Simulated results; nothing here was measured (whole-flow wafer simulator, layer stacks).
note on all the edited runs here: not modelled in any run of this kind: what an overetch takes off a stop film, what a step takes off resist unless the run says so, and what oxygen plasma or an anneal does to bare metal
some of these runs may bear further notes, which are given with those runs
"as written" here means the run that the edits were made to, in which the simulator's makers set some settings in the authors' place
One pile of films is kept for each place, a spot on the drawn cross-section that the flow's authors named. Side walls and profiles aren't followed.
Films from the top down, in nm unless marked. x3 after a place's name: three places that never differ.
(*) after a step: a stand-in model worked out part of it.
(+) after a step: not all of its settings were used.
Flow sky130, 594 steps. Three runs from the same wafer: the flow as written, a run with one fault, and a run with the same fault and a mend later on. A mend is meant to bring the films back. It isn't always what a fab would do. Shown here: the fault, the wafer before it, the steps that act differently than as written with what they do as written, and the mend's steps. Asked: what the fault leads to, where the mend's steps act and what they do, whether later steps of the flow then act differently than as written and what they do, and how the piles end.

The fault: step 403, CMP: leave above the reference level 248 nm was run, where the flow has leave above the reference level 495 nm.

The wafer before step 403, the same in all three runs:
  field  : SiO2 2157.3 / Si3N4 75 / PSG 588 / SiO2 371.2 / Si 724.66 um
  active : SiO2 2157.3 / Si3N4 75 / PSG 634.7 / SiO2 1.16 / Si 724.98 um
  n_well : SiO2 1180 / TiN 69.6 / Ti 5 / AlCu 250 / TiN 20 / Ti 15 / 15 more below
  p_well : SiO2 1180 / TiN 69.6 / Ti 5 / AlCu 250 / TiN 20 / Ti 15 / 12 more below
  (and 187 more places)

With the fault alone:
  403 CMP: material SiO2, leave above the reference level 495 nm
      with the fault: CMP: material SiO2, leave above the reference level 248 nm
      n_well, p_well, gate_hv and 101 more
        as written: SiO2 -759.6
        with the fault: SiO2 -1006.6
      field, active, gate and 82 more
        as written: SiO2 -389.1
        with the fault: SiO2 -636.1
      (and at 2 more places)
  Later steps of the flow that act differently than as written (2 more steps differ only slightly, by at most 2% or 0.5 nm, whichever is larger, and aren't shown):
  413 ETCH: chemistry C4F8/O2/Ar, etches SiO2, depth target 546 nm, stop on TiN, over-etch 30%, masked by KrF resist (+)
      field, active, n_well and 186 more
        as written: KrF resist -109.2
        with the fault: KrF resist -45.1
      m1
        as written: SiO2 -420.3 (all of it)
        with the fault: SiO2 -173.3 (all of it)
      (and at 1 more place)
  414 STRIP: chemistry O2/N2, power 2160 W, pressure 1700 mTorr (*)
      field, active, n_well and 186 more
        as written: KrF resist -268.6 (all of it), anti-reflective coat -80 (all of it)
        with the fault: KrF resist -332.8 (all of it), anti-reflective coat -80 (all of it)
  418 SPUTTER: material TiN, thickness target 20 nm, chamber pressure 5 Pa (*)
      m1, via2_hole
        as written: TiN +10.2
        with the fault: TiN +14.1
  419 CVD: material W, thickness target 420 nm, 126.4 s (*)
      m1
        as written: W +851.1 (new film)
        with the fault: W +600.2 (new film)
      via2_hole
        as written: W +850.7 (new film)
        with the fault: W +599.8 (new film)
  At the end the piles differ from the flow's by more than 2% or 0.5 nm, whichever is larger, at field, active, n_well and 190 more.
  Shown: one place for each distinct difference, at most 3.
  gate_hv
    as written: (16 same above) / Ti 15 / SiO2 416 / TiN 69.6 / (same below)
    with the fault: (16 same above) / Ti 15 / SiO2 169 / TiN 69.6 / (same below)
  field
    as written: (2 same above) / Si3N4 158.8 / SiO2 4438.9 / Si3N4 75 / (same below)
    with the fault: (2 same above) / Si3N4 158.8 / SiO2 4191.9 / Si3N4 75 / (same below)
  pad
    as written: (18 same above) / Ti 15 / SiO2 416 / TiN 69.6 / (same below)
    with the fault: (18 same above) / Ti 15 / SiO2 169 / TiN 69.6 / (same below)

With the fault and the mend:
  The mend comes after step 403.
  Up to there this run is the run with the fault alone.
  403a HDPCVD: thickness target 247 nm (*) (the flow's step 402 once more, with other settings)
      field, active, n_well and 188 more
        SiO2 +247
  No later step of the flow acts differently than as written, at any place that is followed, by more than 2% or 0.5 nm, whichever is larger.
  At the end the piles are the same as the flow's at every place that both follow.
